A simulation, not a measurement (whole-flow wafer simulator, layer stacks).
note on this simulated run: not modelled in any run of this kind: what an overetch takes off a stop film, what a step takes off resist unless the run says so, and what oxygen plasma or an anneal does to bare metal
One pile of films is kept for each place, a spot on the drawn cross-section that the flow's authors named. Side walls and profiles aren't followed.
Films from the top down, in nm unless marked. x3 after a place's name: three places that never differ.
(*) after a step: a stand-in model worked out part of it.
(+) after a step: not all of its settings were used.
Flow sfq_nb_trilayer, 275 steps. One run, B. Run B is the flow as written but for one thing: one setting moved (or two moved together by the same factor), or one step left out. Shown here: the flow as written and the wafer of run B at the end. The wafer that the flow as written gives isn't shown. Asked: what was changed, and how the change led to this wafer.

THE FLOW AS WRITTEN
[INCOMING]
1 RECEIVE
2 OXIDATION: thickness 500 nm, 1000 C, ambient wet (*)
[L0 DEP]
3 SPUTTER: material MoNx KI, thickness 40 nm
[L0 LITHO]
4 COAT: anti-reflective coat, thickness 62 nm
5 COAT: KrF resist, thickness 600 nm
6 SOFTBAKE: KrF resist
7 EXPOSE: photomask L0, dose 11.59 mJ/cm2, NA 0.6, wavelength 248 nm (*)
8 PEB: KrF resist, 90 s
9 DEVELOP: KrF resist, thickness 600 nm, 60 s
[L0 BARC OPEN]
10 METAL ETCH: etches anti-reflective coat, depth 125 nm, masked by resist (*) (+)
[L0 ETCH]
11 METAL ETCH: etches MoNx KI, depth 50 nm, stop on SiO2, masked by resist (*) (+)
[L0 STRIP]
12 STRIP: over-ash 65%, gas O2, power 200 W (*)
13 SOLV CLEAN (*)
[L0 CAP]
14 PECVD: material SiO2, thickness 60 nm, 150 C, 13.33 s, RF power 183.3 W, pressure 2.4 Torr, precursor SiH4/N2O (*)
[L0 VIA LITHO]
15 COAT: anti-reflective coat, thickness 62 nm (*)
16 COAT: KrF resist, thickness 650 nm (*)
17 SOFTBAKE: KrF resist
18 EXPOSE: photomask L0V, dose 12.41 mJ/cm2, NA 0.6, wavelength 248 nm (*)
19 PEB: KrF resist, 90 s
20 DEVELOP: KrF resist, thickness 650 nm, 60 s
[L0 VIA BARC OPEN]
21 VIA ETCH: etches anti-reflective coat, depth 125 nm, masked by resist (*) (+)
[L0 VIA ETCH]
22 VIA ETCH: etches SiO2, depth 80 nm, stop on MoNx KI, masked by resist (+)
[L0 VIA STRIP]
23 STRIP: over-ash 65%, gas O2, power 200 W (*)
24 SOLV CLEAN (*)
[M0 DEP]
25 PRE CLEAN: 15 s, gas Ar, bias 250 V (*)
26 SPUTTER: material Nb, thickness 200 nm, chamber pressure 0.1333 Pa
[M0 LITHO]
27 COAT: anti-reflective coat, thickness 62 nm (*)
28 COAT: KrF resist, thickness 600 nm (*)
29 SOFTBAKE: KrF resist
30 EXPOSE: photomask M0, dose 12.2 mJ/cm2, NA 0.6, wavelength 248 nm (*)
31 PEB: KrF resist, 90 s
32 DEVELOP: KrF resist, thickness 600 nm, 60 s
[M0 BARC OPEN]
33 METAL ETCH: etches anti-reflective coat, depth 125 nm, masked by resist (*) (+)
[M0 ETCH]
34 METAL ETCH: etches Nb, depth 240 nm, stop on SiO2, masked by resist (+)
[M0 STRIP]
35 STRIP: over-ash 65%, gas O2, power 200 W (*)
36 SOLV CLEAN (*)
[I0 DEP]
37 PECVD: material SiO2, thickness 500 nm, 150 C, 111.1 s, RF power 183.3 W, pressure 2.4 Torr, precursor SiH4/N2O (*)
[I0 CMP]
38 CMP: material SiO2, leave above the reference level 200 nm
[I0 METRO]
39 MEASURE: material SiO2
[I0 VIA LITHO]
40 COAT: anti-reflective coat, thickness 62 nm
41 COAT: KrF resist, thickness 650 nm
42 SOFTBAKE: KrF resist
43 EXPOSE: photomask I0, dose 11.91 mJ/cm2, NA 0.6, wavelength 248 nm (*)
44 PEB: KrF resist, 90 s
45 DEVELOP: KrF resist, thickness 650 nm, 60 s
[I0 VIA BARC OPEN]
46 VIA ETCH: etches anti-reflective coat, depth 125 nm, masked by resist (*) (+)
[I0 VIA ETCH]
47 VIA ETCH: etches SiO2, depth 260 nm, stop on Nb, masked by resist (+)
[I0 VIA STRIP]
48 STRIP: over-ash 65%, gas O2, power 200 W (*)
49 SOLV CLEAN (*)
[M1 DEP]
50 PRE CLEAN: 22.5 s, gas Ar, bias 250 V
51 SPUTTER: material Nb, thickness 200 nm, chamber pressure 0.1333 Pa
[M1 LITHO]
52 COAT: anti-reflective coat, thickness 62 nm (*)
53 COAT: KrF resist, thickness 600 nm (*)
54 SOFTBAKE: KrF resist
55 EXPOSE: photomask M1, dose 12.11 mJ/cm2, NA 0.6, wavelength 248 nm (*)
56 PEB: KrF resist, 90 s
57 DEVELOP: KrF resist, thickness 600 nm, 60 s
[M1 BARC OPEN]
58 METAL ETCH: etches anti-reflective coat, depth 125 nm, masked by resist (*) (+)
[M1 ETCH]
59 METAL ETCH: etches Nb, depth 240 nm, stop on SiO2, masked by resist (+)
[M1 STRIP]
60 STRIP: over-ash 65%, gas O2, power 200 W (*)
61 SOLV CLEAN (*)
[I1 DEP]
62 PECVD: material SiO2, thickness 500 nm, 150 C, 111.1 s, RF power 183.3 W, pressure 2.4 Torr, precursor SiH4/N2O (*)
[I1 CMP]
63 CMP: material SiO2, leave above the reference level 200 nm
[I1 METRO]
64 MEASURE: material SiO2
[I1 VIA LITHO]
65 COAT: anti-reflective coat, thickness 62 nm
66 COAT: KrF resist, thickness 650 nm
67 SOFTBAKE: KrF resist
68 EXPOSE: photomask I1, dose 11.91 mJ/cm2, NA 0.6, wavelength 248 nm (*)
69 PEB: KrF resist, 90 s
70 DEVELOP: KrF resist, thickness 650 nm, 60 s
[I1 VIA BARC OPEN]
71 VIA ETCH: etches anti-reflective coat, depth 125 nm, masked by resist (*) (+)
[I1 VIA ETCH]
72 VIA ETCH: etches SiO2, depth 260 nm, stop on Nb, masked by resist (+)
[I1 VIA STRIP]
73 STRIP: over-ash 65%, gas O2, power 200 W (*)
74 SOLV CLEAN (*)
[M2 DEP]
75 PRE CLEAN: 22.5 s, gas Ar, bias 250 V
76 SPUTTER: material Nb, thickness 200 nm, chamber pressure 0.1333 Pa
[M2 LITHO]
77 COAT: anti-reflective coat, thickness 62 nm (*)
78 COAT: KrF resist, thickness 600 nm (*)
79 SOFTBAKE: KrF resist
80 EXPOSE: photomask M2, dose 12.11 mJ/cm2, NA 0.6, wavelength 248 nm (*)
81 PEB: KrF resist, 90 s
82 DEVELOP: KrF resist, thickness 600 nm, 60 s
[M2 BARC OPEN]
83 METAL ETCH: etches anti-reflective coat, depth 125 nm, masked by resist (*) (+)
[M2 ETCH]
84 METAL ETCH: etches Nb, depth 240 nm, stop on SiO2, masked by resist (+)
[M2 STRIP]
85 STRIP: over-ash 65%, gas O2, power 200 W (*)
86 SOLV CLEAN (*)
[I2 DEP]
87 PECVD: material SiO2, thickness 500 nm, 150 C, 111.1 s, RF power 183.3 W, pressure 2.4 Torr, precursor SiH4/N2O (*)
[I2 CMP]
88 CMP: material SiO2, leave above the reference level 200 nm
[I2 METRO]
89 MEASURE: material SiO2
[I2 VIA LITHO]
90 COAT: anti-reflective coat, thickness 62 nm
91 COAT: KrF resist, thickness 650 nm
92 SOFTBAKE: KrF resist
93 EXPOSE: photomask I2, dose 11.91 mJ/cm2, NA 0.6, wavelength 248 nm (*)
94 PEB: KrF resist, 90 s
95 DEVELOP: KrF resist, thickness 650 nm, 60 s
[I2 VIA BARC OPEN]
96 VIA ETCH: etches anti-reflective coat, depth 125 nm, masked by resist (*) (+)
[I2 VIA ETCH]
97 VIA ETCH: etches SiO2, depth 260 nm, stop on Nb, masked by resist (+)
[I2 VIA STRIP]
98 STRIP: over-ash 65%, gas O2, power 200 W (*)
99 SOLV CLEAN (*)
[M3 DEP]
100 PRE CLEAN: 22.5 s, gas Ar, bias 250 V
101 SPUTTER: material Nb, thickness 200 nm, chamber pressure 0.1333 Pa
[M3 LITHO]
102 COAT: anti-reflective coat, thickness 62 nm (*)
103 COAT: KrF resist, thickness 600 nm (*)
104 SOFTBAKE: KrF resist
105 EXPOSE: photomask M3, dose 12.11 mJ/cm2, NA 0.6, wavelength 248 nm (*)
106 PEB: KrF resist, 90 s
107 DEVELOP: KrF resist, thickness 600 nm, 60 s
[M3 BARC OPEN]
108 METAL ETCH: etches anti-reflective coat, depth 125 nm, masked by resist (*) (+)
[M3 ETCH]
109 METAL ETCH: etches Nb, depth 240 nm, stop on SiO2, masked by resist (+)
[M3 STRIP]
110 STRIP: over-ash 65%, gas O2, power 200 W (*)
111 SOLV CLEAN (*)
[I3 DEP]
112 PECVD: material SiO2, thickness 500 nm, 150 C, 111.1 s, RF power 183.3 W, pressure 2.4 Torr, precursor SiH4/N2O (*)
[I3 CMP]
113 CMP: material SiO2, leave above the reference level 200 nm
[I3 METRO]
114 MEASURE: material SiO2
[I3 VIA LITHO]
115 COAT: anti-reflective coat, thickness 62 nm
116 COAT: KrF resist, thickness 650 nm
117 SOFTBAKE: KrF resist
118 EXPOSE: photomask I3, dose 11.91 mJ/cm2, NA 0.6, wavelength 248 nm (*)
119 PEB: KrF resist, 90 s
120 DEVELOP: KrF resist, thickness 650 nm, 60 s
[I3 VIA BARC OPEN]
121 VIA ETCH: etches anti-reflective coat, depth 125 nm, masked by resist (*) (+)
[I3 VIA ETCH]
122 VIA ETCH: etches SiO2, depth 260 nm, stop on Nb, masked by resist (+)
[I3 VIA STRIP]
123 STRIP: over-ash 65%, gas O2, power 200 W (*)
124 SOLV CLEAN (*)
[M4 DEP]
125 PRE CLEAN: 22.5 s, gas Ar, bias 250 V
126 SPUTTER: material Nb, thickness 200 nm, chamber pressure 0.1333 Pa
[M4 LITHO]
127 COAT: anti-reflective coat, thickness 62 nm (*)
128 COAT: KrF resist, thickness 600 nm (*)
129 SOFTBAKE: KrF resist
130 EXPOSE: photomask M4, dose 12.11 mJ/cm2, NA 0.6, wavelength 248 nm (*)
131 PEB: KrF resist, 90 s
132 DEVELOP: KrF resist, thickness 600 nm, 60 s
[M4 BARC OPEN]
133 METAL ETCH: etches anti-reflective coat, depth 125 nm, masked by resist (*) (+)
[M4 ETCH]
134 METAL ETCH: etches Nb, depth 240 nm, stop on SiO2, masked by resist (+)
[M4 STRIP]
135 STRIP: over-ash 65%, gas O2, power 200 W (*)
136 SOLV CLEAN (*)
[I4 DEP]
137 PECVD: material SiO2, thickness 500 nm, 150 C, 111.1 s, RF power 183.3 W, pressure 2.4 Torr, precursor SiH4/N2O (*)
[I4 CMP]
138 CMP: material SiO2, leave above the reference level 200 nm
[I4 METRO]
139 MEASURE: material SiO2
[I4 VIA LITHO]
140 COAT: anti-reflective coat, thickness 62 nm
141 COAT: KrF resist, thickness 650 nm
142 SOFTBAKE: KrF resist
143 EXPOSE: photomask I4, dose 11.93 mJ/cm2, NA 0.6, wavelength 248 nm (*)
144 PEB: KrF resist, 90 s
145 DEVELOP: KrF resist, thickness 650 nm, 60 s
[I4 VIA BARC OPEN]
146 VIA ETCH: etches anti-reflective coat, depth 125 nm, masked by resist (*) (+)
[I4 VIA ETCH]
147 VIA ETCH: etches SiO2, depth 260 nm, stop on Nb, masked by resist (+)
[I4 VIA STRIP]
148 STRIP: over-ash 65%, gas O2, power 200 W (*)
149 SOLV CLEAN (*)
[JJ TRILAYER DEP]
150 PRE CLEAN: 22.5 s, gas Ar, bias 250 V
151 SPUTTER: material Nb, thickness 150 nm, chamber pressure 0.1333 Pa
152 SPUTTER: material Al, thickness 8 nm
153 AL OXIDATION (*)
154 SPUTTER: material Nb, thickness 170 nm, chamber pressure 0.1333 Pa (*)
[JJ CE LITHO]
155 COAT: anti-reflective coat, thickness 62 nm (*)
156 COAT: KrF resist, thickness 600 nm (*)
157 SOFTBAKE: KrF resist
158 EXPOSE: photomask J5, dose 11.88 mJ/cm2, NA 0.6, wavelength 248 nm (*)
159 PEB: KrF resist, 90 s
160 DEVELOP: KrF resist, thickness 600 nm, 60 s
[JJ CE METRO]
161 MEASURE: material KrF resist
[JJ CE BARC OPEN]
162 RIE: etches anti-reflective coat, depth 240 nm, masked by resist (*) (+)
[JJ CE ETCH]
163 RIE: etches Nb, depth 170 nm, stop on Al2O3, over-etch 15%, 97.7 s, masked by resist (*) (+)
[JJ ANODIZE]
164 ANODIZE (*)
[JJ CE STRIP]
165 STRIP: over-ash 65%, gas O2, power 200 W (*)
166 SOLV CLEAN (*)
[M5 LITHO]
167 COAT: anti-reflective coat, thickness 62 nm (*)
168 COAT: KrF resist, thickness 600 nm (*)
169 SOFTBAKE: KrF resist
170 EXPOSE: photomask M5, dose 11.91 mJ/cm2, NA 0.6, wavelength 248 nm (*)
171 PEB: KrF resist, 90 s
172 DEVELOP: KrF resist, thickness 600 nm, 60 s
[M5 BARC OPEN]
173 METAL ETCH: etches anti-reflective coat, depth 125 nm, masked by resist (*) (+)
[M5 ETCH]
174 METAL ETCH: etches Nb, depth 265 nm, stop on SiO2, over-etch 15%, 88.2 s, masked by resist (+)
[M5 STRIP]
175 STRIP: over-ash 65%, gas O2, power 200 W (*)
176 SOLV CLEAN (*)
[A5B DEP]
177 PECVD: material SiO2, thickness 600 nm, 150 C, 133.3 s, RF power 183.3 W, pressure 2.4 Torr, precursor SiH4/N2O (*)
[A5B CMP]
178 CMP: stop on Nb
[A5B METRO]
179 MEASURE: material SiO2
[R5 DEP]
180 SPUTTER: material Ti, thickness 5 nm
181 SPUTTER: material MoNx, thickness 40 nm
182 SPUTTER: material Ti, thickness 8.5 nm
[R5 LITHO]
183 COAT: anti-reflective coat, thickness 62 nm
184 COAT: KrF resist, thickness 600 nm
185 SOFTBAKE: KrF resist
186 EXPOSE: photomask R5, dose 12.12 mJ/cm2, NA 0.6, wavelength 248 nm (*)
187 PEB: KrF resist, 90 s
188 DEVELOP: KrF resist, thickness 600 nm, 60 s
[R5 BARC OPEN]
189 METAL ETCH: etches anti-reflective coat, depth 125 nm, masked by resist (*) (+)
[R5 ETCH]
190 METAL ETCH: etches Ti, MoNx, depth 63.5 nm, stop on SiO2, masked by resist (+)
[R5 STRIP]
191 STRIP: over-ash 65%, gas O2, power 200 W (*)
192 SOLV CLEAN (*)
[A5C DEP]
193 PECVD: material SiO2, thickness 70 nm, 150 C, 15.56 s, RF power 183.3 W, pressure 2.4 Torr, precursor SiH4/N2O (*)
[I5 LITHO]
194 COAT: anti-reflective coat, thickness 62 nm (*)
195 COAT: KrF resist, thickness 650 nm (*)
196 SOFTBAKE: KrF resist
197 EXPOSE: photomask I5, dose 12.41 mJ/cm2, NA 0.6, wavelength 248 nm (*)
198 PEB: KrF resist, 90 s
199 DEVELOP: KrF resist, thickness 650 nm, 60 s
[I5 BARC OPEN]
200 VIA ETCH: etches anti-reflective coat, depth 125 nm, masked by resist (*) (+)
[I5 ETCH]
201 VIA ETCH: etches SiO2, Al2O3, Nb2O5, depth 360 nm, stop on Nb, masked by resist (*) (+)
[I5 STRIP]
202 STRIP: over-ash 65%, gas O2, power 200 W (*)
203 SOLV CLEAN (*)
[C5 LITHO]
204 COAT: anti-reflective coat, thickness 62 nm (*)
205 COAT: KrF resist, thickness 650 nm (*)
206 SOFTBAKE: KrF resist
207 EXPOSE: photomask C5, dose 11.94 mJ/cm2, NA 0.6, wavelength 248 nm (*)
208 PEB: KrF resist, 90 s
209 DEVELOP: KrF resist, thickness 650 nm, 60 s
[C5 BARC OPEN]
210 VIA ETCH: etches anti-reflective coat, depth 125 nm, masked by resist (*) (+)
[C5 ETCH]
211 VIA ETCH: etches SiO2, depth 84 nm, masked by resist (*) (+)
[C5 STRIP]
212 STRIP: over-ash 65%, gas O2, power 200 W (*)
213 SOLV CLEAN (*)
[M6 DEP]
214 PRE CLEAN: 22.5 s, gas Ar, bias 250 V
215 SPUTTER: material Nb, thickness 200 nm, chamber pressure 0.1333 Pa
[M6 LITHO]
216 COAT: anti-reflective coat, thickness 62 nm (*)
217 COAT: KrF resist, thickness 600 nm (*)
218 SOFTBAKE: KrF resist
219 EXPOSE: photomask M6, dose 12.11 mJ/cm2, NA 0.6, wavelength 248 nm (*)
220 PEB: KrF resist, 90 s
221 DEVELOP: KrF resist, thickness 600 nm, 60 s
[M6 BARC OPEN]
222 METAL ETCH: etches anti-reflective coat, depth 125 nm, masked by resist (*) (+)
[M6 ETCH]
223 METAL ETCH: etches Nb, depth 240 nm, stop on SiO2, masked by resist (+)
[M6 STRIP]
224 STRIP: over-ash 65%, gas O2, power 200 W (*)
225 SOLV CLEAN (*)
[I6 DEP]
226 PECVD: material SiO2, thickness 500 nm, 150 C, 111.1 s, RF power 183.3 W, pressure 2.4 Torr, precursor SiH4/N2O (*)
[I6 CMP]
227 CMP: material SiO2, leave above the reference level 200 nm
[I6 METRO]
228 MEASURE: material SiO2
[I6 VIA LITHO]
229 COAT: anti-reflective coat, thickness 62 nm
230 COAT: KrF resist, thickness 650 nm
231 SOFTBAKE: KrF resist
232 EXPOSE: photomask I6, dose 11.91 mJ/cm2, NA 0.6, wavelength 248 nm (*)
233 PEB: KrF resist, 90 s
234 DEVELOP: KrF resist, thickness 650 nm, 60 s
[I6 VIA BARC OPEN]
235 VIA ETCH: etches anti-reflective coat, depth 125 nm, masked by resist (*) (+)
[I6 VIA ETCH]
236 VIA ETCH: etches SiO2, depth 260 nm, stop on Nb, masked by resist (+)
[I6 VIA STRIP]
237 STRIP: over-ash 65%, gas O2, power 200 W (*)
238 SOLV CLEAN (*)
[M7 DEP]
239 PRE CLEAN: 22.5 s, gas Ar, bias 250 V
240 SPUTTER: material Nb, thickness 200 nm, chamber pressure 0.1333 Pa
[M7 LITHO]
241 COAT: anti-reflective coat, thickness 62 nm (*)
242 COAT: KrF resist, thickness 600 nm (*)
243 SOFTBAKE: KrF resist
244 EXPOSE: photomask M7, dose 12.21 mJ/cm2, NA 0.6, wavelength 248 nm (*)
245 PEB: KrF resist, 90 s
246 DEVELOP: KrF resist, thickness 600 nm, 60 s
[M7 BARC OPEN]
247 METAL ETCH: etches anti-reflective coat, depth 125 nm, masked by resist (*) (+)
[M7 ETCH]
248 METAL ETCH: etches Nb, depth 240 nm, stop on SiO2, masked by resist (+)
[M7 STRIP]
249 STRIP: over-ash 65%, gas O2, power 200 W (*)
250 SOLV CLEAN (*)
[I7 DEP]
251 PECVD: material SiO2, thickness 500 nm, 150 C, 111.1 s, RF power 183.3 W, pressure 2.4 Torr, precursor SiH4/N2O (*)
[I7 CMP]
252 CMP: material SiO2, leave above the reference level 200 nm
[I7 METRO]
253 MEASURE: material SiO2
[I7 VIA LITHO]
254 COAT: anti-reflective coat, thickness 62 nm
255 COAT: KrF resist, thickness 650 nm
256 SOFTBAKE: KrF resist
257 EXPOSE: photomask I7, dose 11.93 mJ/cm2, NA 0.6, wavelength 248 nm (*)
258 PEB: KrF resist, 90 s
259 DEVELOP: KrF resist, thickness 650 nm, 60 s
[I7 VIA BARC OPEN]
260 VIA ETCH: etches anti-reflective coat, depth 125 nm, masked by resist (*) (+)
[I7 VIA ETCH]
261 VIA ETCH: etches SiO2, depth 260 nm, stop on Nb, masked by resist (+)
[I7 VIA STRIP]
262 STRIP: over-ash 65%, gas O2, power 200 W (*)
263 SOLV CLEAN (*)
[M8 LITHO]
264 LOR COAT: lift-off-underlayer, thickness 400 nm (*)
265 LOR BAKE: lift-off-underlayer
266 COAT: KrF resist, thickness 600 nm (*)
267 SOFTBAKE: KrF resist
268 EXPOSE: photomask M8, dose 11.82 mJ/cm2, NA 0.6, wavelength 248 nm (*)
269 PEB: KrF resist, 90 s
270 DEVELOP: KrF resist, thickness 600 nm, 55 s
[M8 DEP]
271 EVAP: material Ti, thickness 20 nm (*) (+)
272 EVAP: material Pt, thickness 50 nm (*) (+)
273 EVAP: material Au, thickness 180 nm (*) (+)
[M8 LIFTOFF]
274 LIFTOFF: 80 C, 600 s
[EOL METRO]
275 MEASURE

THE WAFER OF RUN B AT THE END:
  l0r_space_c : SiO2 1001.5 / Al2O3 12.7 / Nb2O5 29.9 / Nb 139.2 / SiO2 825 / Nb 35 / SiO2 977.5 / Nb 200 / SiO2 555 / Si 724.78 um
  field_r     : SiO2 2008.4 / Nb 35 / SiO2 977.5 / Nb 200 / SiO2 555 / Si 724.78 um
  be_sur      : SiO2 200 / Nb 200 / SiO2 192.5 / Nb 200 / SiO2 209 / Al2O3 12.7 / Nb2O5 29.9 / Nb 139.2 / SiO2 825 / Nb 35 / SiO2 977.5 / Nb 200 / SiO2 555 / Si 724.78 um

The cause: step 101, SPUTTER: thickness 275 nm was run, where the flow has thickness 200 nm.

How the change led to this, step by step:
  101 SPUTTER: material Nb, thickness 200 nm, chamber pressure 0.1333 Pa
      field_l, v_sur, via_wl and 102 more: Nb +275 (new film) (as written it would be: Nb +200 (new film))
      via_w: Nb +228.6 (as written it would be: Nb +165.5)
  102 COAT: anti-reflective coat, thickness 62 nm (*)
      via_wl, via_wr: anti-reflective coat +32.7 (new film) (as written it would be: anti-reflective coat +34.2 (new film))
  109 METAL ETCH: etches Nb, depth 240 nm, stop on SiO2, masked by resist (+)
      field_l, be, be_sur and 72 more: Nb -240 (as written it would be: Nb -200 (all of it))
  110 STRIP: over-ash 65%, gas O2, power 200 W (*)
      via_wl: KrF resist -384 (all of it), anti-reflective coat -32.7 (all of it) (as written it would be: KrF resist -384.2 (all of it), anti-reflective coat -34.2 (all of it))
      via_wr: KrF resist -384.1 (all of it), anti-reflective coat -32.7 (all of it) (as written it would be: KrF resist -384.2 (all of it), anti-reflective coat -34.2 (all of it))
  112 PECVD: material SiO2, thickness 500 nm, 150 C, 111.1 s, RF power 183.3 W, pressure 2.4 Torr, precursor SiH4/N2O (*)
      field_l, be, be_sur and 64 more: SiO2 +500 (new film) (as written it would be: SiO2 +500)
      p4_g1, p4_g2, p3_s0, p3_s1, p3_s2, p3_s3, p3_s4, p3_s5: SiO2 +597.1 (new film) (as written it would be: SiO2 +557.1)
      (and at 1 more place)
  113 CMP: material SiO2, leave above the reference level 200 nm
      field_l, be, be_sur and 64 more: SiO2 -60 (as written it would be: SiO2 -100)
      via_w: SiO2 -157.1 (as written it would be: SiO2 -181.6)
Counting metal films that touch as one body, l0r_space_c has 3 bodies (between them, from the top down: SiO2 825; SiO2 977.5); the flow as written gives 2 bodies (between them, from the top down: SiO2 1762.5).
Counting metal films that touch as one body, field_r has 2 bodies (between them, from the top down: SiO2 977.5); the flow as written gives 1 body.
Counting metal films that touch as one body, be_sur has 5 bodies (between them, from the top down: SiO2 192.5; SiO2 209 / Al2O3 12.7 / Nb2O5 29.9; SiO2 825; SiO2 977.5); the flow as written gives 4 bodies (between them, from the top down: SiO2 192.5; SiO2 209 / Al2O3 12.7 / Nb2O5 29.9; SiO2 1762.5).
